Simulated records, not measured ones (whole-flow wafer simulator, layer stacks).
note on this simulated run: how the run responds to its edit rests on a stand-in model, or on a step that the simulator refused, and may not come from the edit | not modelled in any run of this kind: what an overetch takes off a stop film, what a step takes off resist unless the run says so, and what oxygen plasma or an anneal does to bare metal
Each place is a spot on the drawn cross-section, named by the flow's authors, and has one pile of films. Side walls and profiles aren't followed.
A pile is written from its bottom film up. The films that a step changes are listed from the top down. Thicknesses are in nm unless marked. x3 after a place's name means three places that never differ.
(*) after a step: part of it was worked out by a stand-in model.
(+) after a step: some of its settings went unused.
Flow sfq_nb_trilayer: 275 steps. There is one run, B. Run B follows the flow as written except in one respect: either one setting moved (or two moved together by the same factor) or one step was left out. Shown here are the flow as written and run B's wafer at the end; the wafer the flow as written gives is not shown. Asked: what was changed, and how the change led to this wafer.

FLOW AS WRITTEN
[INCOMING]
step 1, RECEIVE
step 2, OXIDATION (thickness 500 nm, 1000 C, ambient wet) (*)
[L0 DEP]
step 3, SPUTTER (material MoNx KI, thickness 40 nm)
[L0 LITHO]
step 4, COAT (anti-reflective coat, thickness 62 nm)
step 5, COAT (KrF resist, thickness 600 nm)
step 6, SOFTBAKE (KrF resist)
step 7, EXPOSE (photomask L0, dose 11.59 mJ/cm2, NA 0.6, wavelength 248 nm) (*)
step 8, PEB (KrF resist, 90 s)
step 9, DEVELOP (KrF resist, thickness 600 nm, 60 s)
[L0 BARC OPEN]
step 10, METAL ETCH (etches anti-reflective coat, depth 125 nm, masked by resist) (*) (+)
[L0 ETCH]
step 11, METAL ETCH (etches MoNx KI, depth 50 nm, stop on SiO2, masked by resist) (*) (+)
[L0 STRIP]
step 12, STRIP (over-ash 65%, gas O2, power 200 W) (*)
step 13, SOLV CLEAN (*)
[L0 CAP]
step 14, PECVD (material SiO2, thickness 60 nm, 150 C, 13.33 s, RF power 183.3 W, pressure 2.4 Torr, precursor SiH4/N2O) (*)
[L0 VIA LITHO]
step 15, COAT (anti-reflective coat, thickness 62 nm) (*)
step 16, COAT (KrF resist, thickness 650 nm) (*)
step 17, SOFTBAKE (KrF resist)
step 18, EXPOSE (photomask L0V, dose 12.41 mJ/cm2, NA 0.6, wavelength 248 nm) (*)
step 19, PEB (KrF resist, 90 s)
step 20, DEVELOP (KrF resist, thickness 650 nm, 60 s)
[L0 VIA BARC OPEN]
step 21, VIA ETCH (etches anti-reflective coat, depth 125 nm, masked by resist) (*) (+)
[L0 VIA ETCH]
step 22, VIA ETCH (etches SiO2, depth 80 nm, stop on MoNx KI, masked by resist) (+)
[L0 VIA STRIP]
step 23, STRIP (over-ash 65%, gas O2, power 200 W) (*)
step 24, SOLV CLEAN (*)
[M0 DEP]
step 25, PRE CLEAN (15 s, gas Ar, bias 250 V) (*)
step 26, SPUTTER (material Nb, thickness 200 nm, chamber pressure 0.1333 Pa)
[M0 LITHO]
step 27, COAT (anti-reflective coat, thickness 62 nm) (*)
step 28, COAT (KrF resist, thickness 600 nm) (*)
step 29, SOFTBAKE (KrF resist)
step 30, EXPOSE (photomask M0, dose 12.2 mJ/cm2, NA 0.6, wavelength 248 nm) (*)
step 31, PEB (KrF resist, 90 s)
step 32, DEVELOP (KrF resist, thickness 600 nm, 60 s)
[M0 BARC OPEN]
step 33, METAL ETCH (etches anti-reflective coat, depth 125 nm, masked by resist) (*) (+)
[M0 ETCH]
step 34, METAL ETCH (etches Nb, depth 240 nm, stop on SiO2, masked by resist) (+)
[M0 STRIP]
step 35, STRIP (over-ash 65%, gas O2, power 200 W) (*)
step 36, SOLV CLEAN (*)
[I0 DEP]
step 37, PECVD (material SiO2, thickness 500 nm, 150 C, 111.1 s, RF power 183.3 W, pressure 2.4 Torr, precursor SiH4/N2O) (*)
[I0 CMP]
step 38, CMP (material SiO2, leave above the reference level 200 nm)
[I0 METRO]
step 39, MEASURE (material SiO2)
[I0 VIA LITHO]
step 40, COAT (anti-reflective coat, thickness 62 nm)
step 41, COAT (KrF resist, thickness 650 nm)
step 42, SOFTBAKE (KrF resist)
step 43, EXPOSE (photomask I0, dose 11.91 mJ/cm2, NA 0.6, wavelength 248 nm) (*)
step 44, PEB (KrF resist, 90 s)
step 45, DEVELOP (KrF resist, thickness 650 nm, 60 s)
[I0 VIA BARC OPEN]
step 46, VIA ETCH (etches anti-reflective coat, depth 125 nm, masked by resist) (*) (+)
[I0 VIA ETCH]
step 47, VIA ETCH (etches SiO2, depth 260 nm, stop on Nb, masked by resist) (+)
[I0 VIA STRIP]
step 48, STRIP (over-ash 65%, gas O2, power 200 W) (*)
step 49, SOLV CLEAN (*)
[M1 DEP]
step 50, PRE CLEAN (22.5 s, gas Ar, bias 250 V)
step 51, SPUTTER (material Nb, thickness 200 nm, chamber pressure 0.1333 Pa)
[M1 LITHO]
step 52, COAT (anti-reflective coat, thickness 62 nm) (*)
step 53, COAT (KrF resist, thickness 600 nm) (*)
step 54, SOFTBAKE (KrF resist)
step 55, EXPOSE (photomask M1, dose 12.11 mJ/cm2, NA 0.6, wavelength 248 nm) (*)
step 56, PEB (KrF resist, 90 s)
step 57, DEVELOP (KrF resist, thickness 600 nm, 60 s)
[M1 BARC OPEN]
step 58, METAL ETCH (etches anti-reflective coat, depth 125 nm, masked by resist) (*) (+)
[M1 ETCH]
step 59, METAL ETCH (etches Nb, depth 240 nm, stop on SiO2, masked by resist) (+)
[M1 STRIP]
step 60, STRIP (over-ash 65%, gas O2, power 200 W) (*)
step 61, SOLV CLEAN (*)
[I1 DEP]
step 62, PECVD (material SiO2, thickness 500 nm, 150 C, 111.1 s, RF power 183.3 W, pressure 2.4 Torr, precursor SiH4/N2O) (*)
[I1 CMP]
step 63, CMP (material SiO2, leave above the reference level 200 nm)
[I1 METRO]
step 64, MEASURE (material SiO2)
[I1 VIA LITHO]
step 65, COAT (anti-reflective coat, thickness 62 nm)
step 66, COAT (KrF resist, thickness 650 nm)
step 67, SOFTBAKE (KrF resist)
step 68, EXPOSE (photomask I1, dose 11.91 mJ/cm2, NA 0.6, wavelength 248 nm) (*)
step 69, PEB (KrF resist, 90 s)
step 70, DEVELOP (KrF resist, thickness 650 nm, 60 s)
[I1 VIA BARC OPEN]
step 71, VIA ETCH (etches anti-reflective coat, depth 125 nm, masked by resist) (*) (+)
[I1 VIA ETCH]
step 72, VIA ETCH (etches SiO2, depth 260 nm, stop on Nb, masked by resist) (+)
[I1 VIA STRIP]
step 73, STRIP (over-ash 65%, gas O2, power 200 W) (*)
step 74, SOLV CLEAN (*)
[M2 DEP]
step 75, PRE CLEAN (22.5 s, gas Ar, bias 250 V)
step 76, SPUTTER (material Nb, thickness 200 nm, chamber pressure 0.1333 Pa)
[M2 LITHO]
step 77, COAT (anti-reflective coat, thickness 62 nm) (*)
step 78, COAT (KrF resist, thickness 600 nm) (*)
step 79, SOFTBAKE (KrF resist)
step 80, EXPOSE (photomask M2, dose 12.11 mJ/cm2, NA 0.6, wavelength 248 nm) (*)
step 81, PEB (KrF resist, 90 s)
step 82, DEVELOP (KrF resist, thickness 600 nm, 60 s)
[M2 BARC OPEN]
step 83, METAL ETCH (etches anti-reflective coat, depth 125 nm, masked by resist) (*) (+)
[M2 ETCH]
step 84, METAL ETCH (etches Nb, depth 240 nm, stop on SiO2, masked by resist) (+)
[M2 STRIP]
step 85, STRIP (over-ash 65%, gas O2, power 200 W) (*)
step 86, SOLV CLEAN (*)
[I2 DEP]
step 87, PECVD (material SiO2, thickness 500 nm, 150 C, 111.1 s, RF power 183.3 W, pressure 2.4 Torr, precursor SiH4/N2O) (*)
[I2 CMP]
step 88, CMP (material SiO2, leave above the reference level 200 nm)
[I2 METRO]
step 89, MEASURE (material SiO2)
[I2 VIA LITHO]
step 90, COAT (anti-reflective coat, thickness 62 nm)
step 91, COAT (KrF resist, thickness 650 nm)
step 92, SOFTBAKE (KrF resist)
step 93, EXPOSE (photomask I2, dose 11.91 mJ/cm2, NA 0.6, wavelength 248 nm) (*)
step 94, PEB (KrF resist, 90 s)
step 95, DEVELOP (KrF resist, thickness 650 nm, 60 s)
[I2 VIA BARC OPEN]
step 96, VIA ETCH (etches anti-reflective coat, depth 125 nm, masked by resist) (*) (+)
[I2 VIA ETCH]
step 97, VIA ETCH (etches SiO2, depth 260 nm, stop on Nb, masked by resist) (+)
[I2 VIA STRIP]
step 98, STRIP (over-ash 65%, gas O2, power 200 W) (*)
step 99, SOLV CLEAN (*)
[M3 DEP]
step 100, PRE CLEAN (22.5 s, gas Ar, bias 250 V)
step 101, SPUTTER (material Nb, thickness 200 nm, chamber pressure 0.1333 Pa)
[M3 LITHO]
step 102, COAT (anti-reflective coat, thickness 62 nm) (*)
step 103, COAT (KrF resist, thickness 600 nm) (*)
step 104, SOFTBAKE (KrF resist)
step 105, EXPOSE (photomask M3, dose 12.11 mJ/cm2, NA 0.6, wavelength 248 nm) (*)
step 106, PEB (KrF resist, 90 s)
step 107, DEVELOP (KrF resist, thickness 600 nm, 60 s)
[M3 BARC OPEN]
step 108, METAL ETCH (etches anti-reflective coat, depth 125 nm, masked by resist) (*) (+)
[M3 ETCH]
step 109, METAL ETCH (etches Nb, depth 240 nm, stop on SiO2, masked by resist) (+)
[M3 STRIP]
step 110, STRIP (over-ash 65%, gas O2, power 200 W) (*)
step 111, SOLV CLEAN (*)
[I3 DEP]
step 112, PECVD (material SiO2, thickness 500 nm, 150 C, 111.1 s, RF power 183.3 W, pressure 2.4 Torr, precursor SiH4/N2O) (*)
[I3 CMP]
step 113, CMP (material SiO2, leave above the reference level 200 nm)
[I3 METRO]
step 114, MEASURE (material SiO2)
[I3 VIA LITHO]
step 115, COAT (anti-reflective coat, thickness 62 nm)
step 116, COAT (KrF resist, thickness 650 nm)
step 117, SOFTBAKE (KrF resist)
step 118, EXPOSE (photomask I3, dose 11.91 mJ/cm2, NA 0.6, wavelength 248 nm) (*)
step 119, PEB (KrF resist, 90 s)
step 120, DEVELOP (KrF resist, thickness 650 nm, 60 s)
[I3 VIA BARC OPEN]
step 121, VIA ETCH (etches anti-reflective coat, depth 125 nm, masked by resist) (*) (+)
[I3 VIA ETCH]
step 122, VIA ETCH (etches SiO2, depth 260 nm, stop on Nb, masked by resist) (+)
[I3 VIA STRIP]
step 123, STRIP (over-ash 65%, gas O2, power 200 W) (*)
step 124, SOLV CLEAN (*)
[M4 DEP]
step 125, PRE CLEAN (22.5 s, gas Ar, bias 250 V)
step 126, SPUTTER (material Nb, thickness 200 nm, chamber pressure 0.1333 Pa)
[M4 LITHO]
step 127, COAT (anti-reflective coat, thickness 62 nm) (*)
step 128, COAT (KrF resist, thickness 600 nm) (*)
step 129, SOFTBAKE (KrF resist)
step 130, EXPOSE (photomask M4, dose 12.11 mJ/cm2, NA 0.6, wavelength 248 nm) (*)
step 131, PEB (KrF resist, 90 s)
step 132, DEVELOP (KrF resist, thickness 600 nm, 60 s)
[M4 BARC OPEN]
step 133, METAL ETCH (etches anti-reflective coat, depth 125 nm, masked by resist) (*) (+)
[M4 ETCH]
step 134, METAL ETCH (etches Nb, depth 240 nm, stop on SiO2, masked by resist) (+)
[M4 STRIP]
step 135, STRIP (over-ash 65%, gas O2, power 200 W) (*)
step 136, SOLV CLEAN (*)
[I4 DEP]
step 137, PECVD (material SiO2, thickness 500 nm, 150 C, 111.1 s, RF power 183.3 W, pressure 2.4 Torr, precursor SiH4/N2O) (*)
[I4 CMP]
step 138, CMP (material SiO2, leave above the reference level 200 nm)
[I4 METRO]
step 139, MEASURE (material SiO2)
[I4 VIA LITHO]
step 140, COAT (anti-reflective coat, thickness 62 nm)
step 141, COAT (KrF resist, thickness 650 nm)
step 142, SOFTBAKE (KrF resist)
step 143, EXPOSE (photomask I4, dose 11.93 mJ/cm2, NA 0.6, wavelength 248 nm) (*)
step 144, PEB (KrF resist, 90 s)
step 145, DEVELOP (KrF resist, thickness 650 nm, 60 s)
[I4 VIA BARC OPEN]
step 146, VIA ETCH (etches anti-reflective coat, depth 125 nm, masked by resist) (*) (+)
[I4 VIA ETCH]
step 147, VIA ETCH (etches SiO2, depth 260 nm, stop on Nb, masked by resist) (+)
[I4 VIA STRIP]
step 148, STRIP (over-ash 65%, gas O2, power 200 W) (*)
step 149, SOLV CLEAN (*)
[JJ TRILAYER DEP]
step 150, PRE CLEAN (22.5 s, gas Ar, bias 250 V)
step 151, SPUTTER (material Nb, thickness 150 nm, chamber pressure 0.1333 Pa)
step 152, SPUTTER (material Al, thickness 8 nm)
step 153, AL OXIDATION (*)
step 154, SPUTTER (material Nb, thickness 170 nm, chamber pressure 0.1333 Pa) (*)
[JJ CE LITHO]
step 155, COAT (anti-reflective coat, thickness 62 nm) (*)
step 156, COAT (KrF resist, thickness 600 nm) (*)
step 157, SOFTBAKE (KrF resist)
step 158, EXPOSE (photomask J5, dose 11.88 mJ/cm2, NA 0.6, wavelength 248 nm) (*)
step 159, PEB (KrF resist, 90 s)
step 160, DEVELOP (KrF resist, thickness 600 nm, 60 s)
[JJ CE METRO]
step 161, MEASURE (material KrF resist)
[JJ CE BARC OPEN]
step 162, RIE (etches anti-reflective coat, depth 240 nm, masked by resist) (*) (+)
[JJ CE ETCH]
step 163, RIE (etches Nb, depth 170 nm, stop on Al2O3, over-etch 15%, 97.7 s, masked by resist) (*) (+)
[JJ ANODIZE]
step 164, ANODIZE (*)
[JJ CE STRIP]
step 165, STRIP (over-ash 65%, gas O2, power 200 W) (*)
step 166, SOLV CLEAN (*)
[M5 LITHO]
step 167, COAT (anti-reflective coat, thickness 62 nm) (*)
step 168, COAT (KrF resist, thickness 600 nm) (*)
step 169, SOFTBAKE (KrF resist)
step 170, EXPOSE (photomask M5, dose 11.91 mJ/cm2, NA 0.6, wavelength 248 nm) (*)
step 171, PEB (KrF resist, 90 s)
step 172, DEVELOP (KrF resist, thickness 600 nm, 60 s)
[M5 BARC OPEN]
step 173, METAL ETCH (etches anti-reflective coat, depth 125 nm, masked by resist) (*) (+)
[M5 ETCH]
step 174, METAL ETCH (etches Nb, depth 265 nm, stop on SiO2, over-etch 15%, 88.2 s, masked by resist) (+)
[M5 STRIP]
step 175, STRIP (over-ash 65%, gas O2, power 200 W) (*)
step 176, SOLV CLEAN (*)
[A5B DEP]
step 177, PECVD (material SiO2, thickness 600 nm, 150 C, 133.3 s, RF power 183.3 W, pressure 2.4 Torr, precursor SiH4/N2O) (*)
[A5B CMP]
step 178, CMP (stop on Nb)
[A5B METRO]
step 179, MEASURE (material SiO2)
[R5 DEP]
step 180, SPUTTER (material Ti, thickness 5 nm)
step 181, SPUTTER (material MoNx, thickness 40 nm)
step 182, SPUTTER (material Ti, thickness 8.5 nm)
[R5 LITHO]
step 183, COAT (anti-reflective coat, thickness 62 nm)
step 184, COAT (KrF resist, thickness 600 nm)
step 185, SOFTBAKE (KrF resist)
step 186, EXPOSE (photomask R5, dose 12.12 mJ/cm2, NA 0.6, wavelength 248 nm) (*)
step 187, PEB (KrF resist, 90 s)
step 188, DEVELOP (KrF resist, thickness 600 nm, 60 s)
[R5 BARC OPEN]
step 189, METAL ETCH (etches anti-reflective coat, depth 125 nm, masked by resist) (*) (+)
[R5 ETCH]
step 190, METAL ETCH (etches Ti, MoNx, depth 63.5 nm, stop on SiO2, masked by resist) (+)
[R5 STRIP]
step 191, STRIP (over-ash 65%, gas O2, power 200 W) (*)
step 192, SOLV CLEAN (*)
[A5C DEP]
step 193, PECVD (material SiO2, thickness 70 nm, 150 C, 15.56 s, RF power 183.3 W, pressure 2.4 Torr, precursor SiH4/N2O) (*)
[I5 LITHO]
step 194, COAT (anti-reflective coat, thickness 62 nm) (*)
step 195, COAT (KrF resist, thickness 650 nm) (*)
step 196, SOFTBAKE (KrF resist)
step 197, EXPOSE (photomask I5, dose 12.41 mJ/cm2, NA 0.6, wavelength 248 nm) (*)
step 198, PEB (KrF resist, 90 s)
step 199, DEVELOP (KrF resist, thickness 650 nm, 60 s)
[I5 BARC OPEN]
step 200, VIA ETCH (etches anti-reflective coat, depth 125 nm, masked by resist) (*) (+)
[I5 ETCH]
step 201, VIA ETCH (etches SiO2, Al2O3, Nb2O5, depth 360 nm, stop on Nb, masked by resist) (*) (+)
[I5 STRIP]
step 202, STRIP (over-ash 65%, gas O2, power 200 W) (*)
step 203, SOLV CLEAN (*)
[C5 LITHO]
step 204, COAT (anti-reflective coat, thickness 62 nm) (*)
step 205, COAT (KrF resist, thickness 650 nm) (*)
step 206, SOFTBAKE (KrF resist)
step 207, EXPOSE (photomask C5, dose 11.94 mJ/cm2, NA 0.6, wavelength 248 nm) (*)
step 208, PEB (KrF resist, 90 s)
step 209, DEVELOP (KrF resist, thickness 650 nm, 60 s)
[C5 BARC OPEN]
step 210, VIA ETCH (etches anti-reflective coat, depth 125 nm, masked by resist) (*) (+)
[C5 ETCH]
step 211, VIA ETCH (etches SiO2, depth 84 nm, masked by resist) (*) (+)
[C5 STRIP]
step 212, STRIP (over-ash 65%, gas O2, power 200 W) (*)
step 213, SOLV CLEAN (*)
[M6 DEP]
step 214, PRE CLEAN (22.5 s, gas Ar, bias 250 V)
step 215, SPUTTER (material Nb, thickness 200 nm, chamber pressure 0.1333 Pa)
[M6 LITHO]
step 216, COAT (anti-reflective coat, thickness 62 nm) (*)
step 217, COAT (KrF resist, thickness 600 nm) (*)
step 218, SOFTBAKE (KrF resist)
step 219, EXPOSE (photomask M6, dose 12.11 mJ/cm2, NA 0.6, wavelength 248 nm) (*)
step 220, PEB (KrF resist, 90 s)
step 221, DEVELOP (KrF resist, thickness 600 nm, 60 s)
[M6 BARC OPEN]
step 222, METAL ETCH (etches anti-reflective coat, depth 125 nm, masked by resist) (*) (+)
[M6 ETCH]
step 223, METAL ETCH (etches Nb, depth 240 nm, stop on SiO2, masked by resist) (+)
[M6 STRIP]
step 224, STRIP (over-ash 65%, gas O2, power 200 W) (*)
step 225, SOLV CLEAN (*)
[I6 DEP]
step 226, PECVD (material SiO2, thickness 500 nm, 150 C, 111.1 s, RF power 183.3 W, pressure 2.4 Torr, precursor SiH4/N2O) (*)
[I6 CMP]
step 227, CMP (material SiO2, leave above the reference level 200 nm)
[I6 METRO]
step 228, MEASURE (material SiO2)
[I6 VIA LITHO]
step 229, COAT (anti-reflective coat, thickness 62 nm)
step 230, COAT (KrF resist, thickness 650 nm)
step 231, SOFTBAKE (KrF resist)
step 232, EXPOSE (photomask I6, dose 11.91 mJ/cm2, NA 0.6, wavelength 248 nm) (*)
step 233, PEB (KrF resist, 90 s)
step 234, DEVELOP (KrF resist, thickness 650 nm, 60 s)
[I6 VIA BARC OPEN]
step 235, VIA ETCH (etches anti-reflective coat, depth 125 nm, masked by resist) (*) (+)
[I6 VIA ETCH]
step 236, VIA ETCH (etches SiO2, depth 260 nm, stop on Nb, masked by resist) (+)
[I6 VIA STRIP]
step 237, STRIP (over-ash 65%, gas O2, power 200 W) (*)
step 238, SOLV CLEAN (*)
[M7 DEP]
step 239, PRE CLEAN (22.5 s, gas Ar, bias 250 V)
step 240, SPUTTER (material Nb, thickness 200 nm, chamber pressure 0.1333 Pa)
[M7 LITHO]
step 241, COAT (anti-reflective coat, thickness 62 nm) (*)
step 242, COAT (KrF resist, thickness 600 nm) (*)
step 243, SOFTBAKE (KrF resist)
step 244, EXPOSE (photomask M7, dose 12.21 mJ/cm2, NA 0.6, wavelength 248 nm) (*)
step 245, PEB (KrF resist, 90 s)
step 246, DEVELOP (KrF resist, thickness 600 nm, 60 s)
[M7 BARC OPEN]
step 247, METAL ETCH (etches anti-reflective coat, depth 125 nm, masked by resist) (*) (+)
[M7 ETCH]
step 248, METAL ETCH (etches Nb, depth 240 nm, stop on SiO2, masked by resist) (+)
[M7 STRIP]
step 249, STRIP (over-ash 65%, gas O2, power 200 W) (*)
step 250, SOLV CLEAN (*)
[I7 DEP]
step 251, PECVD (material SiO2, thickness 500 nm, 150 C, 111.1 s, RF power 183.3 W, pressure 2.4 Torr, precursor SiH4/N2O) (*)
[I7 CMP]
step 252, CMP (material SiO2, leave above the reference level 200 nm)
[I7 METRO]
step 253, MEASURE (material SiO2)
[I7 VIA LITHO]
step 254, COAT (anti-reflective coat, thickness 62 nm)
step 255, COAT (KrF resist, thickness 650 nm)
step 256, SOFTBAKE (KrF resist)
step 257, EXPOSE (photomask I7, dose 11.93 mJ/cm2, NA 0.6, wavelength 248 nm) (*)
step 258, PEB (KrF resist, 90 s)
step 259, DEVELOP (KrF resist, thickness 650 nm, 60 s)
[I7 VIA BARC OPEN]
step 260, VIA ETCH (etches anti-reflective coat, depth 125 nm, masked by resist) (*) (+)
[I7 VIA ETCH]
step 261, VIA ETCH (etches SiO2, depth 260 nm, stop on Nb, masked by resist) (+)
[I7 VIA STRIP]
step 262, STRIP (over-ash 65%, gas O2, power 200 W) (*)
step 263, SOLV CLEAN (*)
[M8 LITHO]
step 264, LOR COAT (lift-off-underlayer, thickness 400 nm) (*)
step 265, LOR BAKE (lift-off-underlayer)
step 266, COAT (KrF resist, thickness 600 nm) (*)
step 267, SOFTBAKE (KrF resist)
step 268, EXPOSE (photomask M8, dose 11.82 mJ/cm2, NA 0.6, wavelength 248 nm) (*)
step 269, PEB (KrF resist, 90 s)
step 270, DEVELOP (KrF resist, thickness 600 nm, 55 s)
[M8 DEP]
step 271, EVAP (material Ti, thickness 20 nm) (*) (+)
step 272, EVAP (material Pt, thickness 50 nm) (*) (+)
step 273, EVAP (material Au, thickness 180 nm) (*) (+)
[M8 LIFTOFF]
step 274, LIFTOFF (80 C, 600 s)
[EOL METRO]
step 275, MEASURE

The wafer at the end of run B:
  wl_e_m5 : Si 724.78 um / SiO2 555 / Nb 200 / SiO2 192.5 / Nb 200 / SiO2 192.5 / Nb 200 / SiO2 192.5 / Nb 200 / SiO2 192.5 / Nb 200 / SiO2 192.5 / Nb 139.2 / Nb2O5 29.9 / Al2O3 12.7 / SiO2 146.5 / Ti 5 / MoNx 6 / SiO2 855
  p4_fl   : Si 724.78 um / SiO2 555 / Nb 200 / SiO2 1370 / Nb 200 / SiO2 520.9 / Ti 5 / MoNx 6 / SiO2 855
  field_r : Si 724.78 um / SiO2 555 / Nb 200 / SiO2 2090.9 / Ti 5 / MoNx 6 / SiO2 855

The reason: step 190, METAL ETCH: depth 42.5 nm was run, though the flow has depth 63.5 nm.

How this came from the change, step by step:
  step 190, METAL ETCH (etches Ti, MoNx, depth 63.5 nm, stop on SiO2, masked by resist) (+)
      field_l, v_sur, via_wl and 92 more: -8.5 Ti (all of it), -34 MoNx (in the flow as written it would be: -8.5 Ti (all of it), -40 MoNx (all of it), -5 Ti (all of it))
      ce_l, c5j, ce_r, wl_jj: -8.5 Ti (all of it), -34 MoNx (in the flow as written it would be: -8.5 Ti (all of it), -40 MoNx (all of it), -5 Ti (all of it), -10 Nb)
      (as well as at 7 more places)
  step 193, PECVD (material SiO2, thickness 70 nm, 150 C, 15.56 s, RF power 183.3 W, pressure 2.4 Torr, precursor SiH4/N2O) (*)
      field_l, v_sur, via_wl and 92 more: +70 SiO2 (new film) (in the flow as written it would be: +70 SiO2)
  step 194, COAT (anti-reflective coat, thickness 62 nm) (*)
      wl_j_sl, wl_j_sr: +62 anti-reflective coat (new film) (in the flow as written it would be: +60.2 anti-reflective coat (new film))
      r5r_spacepad_l, r5r_spacepad_r: +79.6 anti-reflective coat (new film) (in the flow as written it would be: +84.4 anti-reflective coat (new film))
      (as well as at 11 more places)
  step 201, VIA ETCH (etches SiO2, Al2O3, Nb2O5, depth 360 nm, stop on Nb, masked by resist) (*) (+)
      be: -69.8 SiO2 (all of it), -6 MoNx (all of it), -5 Ti (all of it), -146.5 SiO2 (all of it), -12.7 Al2O3 (all of it), -29.9 Nb2O5 (all of it) (in the flow as written it would be: -216.4 SiO2 (all of it), -12.7 Al2O3 (all of it), -29.9 Nb2O5 (all of it))
  step 202, STRIP (over-ash 65%, gas O2, power 200 W) (*)
      wl_j_sl, wl_j_sr: -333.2 KrF resist (all of it), -62 anti-reflective coat (all of it) (in the flow as written it would be: -333.3 KrF resist (all of it), -60.2 anti-reflective coat (all of it))
      r5r_spacepad_l, r5r_spacepad_r: -335.1 KrF resist (all of it), -79.6 anti-reflective coat (all of it) (in the flow as written it would be: -335.6 KrF resist (all of it), -84.4 anti-reflective coat (all of it))
      (as well as at 11 more places)
  step 204, COAT (anti-reflective coat, thickness 62 nm) (*)
      wl_j_sl, wl_j_sr: +62 anti-reflective coat (new film) (in the flow as written it would be: +60.2 anti-reflective coat (new film))
      r5r_spacepad_l, r5r_spacepad_r: +79.6 anti-reflective coat (new film) (in the flow as written it would be: +84.4 anti-reflective coat (new film))
      (as well as at 11 more places)
  step 210, VIA ETCH (etches anti-reflective coat, depth 125 nm, masked by resist) (*) (+)
      c5j: -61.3 anti-reflective coat (all of it), -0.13 SiO2 (in the flow as written it would be: -63.9 anti-reflective coat (all of it), -0.11 SiO2)
  step 211, VIA ETCH (etches SiO2, depth 84 nm, masked by resist) (*) (+)
      c5j: -69.9 SiO2 (all of it) (in the flow as written it would be: -69.9 SiO2 (all of it), -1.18 Nb)
  step 212, STRIP (over-ash 65%, gas O2, power 200 W) (*)
      wl_j_sl, wl_j_sr: -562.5 KrF resist (all of it), -62 anti-reflective coat (all of it) (in the flow as written it would be: -563.4 KrF resist (all of it), -60.2 anti-reflective coat (all of it))
      r5r_spacepad_l, r5r_spacepad_r: -564.4 KrF resist (all of it), -79.6 anti-reflective coat (all of it) (in the flow as written it would be: -565.8 KrF resist (all of it), -84.4 anti-reflective coat (all of it))
      (as well as at 10 more places)
  step 214, PRE CLEAN (22.5 s, gas Ar, bias 250 V)
      c5j: -6 MoNx (all of it) (in the flow as written it would be: -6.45 Nb)
  step 215, SPUTTER (material Nb, thickness 200 nm, chamber pressure 0.1333 Pa)
      c5j: +189 Nb (new film) (in the flow as written it would be: +188.4 Nb)
  step 216, COAT (anti-reflective coat, thickness 62 nm) (*)
      r5r_line_l, r5r_line_c, r5r_line_r: +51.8 anti-reflective coat (new film) (in the flow as written it would be: +50 anti-reflective coat (new film))
      wl_j_sl, wl_j_sr: +62 anti-reflective coat (new film) (in the flow as written it would be: +60.2 anti-reflective coat (new film))
      (as well as at 10 more places)
  step 222, METAL ETCH (etches anti-reflective coat, depth 125 nm, masked by resist) (*) (+)
      r5r_line_l, r5r_line_c, r5r_line_r: -51.8 anti-reflective coat (all of it) (in the flow as written it would be: -50 anti-reflective coat (all of it))
      r5r_spacepad_l, r5r_spacepad_r: -80.4 anti-reflective coat (all of it) (in the flow as written it would be: -85.7 anti-reflective coat (all of it))
      (as well as at 1 more place)
  step 224, STRIP (over-ash 65%, gas O2, power 200 W) (*)
      wl_j_sl, wl_j_sr: -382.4 KrF resist (all of it), -62 anti-reflective coat (all of it) (in the flow as written it would be: -382.5 KrF resist (all of it), -60.2 anti-reflective coat (all of it))
      jj_sur: -377 KrF resist (all of it), -58.4 anti-reflective coat (all of it) (in the flow as written it would be: -378.5 KrF resist (all of it), -56.1 anti-reflective coat (all of it))
      (as well as at 6 more places)
  step 226, PECVD (material SiO2, thickness 500 nm, 150 C, 111.1 s, RF power 183.3 W, pressure 2.4 Torr, precursor SiH4/N2O) (*)
      r5r_spacepad_l, r5r_spacepad_r: +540 SiO2 (in the flow as written it would be: +553.5 SiO2)
  step 227, CMP (material SiO2, leave above the reference level 200 nm)
      ce_l, ce_r, wl_jj: -300 SiO2 (in the flow as written it would be: -290 SiO2)
      be_r, r_sur, r_end: -342.5 SiO2 (in the flow as written it would be: -353.5 SiO2)
      (as well as at 7 more places)
If metal films that touch count as one body, wl_e_m5 has 7 bodies (between them, from the top down: SiO2 146.5 / Al2O3 12.7 / Nb2O5 29.9; SiO2 192.5; SiO2 192.5; SiO2 192.5; SiO2 192.5; SiO2 192.5); the flow as written gives 6 bodies (between them, from the top down: SiO2 192.5; SiO2 192.5; SiO2 192.5; SiO2 192.5; SiO2 192.5).
If metal films that touch count as one body, p4_fl has 3 bodies (between them, from the top down: SiO2 520.9; SiO2 1370); the flow as written gives 2 bodies (between them, from the top down: SiO2 1370).
If metal films that touch count as one body, field_r has 2 bodies (between them, from the top down: SiO2 2090.9); the flow as written gives 1 body.
